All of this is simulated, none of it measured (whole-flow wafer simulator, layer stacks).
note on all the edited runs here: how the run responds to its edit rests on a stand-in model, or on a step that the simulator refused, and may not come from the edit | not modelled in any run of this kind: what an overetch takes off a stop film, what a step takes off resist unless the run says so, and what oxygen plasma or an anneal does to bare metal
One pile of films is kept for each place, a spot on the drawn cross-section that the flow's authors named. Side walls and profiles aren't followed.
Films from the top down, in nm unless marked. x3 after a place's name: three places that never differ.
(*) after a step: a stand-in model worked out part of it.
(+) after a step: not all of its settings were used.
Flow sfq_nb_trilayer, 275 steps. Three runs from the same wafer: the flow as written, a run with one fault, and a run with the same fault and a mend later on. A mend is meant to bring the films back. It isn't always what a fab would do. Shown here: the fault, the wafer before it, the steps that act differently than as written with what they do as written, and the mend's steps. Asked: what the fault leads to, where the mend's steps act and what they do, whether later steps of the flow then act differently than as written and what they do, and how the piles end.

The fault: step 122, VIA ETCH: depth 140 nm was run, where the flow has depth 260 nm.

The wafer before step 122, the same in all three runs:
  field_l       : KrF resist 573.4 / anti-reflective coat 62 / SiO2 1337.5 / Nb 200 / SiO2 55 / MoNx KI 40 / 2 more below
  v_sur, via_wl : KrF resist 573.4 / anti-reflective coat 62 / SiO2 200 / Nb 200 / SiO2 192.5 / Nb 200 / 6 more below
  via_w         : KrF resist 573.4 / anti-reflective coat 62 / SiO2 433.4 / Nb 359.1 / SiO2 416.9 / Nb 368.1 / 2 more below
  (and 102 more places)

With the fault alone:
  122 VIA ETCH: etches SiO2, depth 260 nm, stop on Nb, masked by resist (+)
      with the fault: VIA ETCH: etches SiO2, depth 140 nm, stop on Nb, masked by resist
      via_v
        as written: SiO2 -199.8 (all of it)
        with the fault: SiO2 -140
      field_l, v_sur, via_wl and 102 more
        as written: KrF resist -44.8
        with the fault: KrF resist -24.1
  Later steps of the flow that act differently than as written (3 more steps differ only slightly, by at most 2% or 0.5 nm, whichever is larger, and aren't shown):
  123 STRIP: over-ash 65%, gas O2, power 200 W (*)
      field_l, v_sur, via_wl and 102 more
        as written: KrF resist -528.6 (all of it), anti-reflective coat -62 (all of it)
        with the fault: KrF resist -549.3 (all of it), anti-reflective coat -62 (all of it)
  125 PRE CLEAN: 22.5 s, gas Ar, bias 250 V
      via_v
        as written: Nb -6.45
        with the fault: SiO2 -7.5
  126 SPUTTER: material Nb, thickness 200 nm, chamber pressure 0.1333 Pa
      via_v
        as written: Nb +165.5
        with the fault: Nb +178.5 (new film)
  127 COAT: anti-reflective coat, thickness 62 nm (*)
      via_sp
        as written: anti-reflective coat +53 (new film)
        with the fault: anti-reflective coat +54.2 (new film)
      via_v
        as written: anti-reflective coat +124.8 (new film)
        with the fault: anti-reflective coat +110.9 (new film)
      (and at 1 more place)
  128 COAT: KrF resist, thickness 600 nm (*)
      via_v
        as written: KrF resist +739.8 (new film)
        with the fault: KrF resist +691.4 (new film)
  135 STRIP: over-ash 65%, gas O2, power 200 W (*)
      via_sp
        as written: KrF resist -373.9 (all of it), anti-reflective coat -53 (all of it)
        with the fault: KrF resist -377.8 (all of it), anti-reflective coat -54.2 (all of it)
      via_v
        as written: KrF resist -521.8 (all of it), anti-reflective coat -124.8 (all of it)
        with the fault: KrF resist -473.6 (all of it), anti-reflective coat -110.9 (all of it)
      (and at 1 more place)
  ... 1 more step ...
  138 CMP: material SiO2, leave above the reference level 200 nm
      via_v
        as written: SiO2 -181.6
        with the fault: SiO2 -157.1
  At the end the piles differ from the flow's by more than 2% or 0.5 nm, whichever is larger, at via_v.
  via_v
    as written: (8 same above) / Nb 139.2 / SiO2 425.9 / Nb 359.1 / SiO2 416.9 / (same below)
    with the fault: (8 same above) / Nb 139.2 / SiO2 354.2 / Nb 178.5 / SiO2 52.3 / Nb 200 / SiO2 416.9 / (same below)

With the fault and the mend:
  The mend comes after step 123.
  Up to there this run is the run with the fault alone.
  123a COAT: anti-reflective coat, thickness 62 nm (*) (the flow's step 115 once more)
      p4_fl x3, p4_w1 x9, p4_g1 x2 and 63 more
        anti-reflective coat +62 (new film)
      r_sur, res, r_end and 7 more
        anti-reflective coat +61.8 (new film)
      c5j, ce_r, sp_r, be_r
        anti-reflective coat +61.7 (new film)
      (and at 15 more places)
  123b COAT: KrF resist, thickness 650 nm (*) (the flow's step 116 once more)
      p4_fl x3, p4_w1 x9, p4_g1 x2 and 63 more
        KrF resist +650 (new film)
      lsp_l, ln_m5, lsp_m, ln_m6, lsp_r, l0_sur, l0v
        KrF resist +649.7 (new film)
      r_end, moat, field_r
        KrF resist +649.6 (new film)
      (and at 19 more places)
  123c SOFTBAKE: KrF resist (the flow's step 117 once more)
      changes no film at any place that is followed
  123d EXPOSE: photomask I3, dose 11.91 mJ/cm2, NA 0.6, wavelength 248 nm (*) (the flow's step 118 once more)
      changes no film at any place that is followed
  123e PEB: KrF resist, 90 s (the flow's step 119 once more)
      ce_l, c5j, ce_r and 91 more
        KrF resist -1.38
      field_l, v_sur, via_wl and 8 more
        KrF resist -1.37
      via_v
        KrF resist -1.58
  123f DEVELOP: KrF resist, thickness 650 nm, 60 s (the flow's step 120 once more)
      field_l, v_sur, via_wl and 102 more
        KrF resist -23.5
      via_v
        KrF resist -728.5 (all of it)
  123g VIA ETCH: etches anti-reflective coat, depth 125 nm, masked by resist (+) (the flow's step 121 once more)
      field_l, v_sur, via_wl and 102 more
        KrF resist -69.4
      via_v
        anti-reflective coat -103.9 (all of it), SiO2 -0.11
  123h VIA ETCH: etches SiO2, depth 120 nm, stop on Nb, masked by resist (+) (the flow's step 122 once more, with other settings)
      field_l, via_wl, via_w and 100 more
        KrF resist -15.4
      v_sur, be
        KrF resist -15.5
      via_v
        SiO2 -59.7 (all of it)
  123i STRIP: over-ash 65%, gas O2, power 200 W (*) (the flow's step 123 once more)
      p4_fl x3, p4_w1 x9, p4_g1 x2 and 63 more
        KrF resist -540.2 (all of it), anti-reflective coat -62 (all of it)
      lsp_l, ln_m5, lsp_m, ln_m6, lsp_r
        KrF resist -539.9 (all of it), anti-reflective coat -61.8 (all of it)
      res, r_end, moat, field_r
        KrF resist -539.8 (all of it), anti-reflective coat -61.8 (all of it)
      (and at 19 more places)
  No later step of the flow acts differently than as written at any place that is followed.
  At the end the piles are the same as the flow's at every place that both follow.
